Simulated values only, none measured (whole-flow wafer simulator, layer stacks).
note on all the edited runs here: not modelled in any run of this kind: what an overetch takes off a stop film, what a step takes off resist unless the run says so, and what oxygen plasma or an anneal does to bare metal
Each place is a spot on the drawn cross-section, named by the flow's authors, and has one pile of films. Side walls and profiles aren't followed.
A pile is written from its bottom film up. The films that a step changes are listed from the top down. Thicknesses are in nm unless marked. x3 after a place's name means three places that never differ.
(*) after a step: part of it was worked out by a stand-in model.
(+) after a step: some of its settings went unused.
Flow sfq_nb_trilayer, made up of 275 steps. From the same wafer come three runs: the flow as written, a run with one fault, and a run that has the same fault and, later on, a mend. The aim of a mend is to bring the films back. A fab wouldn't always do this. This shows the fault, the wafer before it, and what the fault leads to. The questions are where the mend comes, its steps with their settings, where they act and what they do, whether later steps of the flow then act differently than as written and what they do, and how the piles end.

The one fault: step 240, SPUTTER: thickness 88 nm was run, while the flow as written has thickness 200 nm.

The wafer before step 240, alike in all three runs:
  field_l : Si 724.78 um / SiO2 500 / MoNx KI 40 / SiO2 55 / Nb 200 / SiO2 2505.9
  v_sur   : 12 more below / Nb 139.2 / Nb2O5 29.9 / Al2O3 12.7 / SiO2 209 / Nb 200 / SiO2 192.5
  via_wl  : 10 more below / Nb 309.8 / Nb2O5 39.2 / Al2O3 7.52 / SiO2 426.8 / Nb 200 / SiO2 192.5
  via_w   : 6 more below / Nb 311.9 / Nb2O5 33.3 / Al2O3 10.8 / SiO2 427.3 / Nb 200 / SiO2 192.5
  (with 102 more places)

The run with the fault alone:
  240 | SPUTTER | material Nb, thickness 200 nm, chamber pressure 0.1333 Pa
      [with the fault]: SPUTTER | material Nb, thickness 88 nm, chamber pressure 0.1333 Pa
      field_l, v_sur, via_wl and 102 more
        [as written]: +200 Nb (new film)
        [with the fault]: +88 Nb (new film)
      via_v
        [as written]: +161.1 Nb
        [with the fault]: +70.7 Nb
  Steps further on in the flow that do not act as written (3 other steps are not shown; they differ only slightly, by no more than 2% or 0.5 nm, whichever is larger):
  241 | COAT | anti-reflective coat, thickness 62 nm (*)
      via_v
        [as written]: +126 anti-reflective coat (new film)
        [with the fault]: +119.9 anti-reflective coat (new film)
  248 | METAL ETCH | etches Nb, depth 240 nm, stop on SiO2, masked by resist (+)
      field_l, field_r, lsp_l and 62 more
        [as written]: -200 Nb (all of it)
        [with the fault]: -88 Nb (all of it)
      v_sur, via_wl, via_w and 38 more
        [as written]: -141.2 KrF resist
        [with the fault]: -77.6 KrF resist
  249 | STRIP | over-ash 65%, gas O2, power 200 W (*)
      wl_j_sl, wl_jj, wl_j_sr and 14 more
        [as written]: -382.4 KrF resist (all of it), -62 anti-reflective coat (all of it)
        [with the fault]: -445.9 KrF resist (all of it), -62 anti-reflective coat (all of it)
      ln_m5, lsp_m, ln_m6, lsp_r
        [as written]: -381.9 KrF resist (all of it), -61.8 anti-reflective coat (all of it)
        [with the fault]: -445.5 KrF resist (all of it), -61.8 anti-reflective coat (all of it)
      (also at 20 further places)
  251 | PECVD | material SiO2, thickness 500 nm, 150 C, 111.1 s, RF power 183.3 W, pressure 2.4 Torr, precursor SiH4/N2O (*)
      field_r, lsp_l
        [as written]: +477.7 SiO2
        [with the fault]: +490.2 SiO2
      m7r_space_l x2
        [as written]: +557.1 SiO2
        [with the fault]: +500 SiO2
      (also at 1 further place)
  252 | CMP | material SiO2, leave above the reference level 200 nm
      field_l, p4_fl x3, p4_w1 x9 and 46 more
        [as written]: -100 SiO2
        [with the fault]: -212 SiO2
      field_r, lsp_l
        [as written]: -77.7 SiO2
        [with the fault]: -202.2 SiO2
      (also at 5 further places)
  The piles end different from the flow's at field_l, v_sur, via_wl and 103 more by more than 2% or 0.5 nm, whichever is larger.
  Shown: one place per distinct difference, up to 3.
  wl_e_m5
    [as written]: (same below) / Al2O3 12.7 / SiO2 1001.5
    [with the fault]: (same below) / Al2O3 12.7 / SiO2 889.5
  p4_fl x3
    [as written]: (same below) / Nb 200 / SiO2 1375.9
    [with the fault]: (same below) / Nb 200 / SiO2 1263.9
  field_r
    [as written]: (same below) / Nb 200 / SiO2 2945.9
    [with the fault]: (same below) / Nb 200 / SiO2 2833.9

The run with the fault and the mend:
  The mend follows step 240.
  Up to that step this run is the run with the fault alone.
  240a | SPUTTER | material Nb, thickness 112 nm, chamber pressure 0.1333 Pa (a further turn of the flow's step 240, with different settings)
      field_l, v_sur, via_wl and 102 more
        +112 Nb
      via_v
        +88.5 Nb
  Every later step of the flow that is run acts as written, at every place that is followed, to within 2% or 0.5 nm, whichever is larger.
  When the end is reached, the piles differ only a little from the flow's at the places that both follow, at most by 2% or 0.5 nm, whichever is larger.
